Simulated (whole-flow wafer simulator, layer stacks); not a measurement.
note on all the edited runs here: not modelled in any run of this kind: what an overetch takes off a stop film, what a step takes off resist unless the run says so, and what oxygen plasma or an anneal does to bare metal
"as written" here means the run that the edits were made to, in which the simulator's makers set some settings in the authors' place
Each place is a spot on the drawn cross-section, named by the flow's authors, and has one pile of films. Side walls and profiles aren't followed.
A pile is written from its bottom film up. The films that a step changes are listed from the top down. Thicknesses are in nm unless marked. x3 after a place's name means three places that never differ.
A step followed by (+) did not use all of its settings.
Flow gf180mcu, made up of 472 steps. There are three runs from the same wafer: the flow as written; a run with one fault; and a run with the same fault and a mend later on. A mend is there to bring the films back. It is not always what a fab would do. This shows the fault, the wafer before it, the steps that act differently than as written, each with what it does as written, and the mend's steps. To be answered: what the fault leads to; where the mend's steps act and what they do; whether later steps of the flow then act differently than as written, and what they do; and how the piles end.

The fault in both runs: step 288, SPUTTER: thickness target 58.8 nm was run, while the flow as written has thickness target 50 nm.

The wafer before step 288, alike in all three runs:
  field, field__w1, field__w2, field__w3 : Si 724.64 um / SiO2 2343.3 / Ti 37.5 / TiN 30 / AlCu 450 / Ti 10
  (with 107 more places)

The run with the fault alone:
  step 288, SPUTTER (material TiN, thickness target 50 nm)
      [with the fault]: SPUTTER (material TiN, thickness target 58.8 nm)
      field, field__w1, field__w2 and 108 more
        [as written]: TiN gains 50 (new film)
        [with the fault]: TiN gains 58.8 (new film)
  Later steps of the flow acting differently than as written (not shown: 6 more steps that differ only slightly, by at most 2% or 0.5 nm, whichever is larger):
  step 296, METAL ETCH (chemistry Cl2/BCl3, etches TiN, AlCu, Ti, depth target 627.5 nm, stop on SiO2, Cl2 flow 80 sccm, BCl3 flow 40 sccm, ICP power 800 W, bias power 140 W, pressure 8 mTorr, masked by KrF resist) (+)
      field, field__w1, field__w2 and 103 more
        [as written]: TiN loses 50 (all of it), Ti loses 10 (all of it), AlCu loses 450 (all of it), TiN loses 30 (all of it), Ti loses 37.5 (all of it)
        [with the fault]: TiN loses 58.8 (all of it), Ti loses 10 (all of it), AlCu loses 450 (all of it), TiN loses 30 (all of it), Ti loses 37.5 (all of it)
  By the end, the piles at field__w8, contact, m1, m1__w1, m1_nw depart from the flow's by more than 2% or 0.5 nm, whichever is larger.
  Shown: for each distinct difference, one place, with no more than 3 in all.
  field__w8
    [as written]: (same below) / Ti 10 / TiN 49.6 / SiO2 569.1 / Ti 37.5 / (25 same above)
    [with the fault]: (same below) / Ti 10 / TiN 58.4 / SiO2 560.3 / Ti 37.5 / (25 same above)
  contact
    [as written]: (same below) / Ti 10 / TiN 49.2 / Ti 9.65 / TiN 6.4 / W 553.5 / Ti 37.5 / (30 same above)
    [with the fault]: (same below) / Ti 10 / TiN 58 / Ti 9.7 / TiN 6.44 / W 544.6 / Ti 37.5 / (30 same above)

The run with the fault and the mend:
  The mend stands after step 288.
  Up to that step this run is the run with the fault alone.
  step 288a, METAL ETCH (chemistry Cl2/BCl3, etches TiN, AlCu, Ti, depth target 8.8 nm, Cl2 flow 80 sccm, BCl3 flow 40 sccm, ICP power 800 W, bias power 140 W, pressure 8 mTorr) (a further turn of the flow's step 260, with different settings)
      field, field__w1, field__w2 and 108 more
        TiN loses 8.8
  Later steps of the flow that are run all act as written at every place that is followed.
  The piles end the same as the flow's at every place that both follow.
